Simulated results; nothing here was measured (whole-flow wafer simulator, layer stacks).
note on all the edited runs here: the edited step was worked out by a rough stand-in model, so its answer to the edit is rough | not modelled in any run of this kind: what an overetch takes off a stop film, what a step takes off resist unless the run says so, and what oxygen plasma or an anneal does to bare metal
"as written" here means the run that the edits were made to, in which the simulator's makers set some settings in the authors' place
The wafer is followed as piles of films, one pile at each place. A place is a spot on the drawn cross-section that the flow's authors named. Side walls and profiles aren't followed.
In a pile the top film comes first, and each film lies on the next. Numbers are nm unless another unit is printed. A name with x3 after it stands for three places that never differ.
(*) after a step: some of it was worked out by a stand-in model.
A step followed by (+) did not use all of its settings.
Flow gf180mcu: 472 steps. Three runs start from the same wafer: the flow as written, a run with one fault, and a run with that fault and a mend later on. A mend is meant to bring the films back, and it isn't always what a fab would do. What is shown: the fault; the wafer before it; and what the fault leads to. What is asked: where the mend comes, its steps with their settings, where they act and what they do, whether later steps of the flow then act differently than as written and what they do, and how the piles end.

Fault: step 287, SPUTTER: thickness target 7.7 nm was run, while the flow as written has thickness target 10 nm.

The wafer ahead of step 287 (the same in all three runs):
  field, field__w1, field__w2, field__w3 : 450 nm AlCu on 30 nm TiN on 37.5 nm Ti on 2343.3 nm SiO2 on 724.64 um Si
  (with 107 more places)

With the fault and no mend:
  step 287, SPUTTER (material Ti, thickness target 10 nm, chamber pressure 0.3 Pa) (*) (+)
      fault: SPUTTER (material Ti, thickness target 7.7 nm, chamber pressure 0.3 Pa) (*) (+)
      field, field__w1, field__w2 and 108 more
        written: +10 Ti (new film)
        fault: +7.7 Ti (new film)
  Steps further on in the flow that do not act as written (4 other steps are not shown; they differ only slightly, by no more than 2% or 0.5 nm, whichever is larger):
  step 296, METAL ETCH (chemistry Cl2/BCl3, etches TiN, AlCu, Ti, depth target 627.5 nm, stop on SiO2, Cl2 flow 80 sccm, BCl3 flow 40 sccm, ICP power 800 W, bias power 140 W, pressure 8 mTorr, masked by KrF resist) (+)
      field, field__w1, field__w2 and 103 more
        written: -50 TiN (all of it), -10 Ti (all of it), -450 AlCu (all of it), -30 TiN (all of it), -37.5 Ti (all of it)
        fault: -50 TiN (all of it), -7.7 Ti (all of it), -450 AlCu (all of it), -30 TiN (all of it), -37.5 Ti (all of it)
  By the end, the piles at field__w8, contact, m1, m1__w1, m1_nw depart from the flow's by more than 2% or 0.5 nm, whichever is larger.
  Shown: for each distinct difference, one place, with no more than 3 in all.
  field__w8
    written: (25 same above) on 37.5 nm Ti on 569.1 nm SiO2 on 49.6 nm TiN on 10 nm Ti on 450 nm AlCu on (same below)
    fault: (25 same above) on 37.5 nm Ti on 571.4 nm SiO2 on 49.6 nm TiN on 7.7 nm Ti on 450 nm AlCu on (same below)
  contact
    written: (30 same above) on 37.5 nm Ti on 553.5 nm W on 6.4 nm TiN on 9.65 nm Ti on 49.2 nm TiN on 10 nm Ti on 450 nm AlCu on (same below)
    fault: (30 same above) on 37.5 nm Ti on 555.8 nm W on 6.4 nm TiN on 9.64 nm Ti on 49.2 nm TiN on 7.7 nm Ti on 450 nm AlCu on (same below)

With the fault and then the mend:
  The mend follows step 287.
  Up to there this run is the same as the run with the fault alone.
  step 287a, SPUTTER (material Ti, thickness target 2.3 nm, chamber pressure 0.3 Pa) (*) (+) (the flow's step 287 again, with other settings)
      field, field__w1, field__w2 and 108 more
        +2.3 Ti
  Every later step of the flow that is run acts as written at every place that is followed.
  By the end, the piles equal the flow's at every place that both follow.
